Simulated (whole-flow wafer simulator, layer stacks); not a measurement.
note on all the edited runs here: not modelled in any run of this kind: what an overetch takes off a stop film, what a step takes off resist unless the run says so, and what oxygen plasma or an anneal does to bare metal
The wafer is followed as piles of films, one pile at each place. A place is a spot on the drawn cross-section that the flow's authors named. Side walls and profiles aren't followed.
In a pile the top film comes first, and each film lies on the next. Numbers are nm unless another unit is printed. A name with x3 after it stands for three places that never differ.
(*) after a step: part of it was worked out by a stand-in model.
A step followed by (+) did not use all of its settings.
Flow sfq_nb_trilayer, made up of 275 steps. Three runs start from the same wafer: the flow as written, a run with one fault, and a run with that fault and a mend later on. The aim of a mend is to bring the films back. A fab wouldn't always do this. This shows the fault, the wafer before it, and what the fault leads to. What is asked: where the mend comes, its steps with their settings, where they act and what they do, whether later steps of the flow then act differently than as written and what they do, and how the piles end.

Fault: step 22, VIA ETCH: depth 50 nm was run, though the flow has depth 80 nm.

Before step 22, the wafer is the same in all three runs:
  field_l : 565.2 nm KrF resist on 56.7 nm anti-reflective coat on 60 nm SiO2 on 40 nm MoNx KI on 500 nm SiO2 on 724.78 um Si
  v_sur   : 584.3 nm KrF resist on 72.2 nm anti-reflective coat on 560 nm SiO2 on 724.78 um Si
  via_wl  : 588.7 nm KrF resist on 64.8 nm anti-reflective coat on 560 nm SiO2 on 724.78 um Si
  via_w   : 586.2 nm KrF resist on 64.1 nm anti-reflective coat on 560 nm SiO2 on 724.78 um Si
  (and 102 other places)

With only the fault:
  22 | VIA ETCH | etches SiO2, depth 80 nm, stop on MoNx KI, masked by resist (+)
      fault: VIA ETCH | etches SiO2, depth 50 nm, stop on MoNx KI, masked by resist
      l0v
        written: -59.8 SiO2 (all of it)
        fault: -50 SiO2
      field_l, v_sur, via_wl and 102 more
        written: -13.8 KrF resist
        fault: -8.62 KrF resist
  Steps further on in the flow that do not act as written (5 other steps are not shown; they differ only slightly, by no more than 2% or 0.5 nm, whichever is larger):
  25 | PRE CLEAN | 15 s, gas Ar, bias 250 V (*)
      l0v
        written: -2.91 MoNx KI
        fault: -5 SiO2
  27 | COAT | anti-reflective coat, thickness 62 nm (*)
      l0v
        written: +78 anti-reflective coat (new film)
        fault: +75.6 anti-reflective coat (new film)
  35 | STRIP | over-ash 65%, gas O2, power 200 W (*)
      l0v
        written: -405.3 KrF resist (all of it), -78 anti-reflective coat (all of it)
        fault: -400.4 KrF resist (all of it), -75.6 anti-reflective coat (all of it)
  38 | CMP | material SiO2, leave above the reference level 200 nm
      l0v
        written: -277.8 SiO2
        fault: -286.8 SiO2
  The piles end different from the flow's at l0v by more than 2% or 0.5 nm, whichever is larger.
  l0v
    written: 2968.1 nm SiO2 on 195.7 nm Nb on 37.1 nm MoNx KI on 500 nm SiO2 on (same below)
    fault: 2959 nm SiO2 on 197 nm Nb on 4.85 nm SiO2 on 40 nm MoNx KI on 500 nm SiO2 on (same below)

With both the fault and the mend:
  After step 23 comes the mend.
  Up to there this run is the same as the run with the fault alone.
  23a | COAT | anti-reflective coat, thickness 62 nm (*) (the flow's step 15 again)
      p4_fl x3, p4_w1 x9, p4_g1 x2 and 59 more
        +62 anti-reflective coat (new film)
      jj_sur, ce_l, c5j and 6 more
        +63.6 anti-reflective coat (new film)
      be, be_sur, gap, moat, field_r, lsp_l
        +63.7 anti-reflective coat (new film)
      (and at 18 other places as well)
  23b | COAT | KrF resist, thickness 650 nm (*) (the flow's step 16 again)
      p4_fl x3, p4_w1 x9, p4_g1 x2 and 59 more
        +650 KrF resist (new film)
      jj_sur, ce_l, c5j, res, r_end
        +656.8 KrF resist (new film)
      ce_r, sp_r, be_r, r_sur
        +656.7 KrF resist (new film)
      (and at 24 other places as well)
  23c | SOFTBAKE | KrF resist (the flow's step 17 again)
      leaves every film unchanged at each place that is followed
  23d | EXPOSE | photomask L0V, dose 12.41 mJ/cm2, NA 0.6, wavelength 248 nm (*) (the flow's step 18 again)
      leaves every film unchanged at each place that is followed
  23e | PEB | KrF resist, 90 s (the flow's step 19 again)
      p4_fl x3, p4_w1 x9, p4_g1 x2 and 59 more
        -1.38 KrF resist
      via_v, wire, be and 17 more
        -1.39 KrF resist
      v_sur, via_w, via_wr, via_sp, ln_m6
        -1.4 KrF resist
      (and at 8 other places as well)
  23f | DEVELOP | KrF resist, thickness 650 nm, 60 s (the flow's step 20 again)
      field_l, v_sur, via_wl and 102 more
        -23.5 KrF resist
      l0v
        -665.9 KrF resist (all of it)
  23g | VIA ETCH | etches anti-reflective coat, depth 125 nm, masked by resist (*) (+) (the flow's step 21 again)
      field_l, v_sur, via_wl and 102 more
        -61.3 KrF resist
      l0v
        -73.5 anti-reflective coat (all of it), -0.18 SiO2
  23h | VIA ETCH | etches SiO2, depth 30 nm, stop on MoNx KI, masked by resist (+) (the flow's step 22 again, with other settings)
      field_l, v_sur, via_wl and 102 more
        -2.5 KrF resist
      l0v
        -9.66 SiO2 (all of it)
  23i | STRIP | over-ash 65%, gas O2, power 200 W (*) (the flow's step 23 again)
      p4_fl x3, p4_w1 x9, p4_g1 x2 and 59 more
        -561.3 KrF resist (all of it), -62 anti-reflective coat (all of it)
      jj_sur, ce_l, c5j, res, r_end
        -568.1 KrF resist (all of it), -63.6 anti-reflective coat (all of it)
      ce_r, sp_r, be_r, r_sur
        -568 KrF resist (all of it), -63.6 anti-reflective coat (all of it)
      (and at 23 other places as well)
  Every later step of the flow that is run acts as written at every place that is followed.
  The piles end the same as the flow's at every place that both follow.
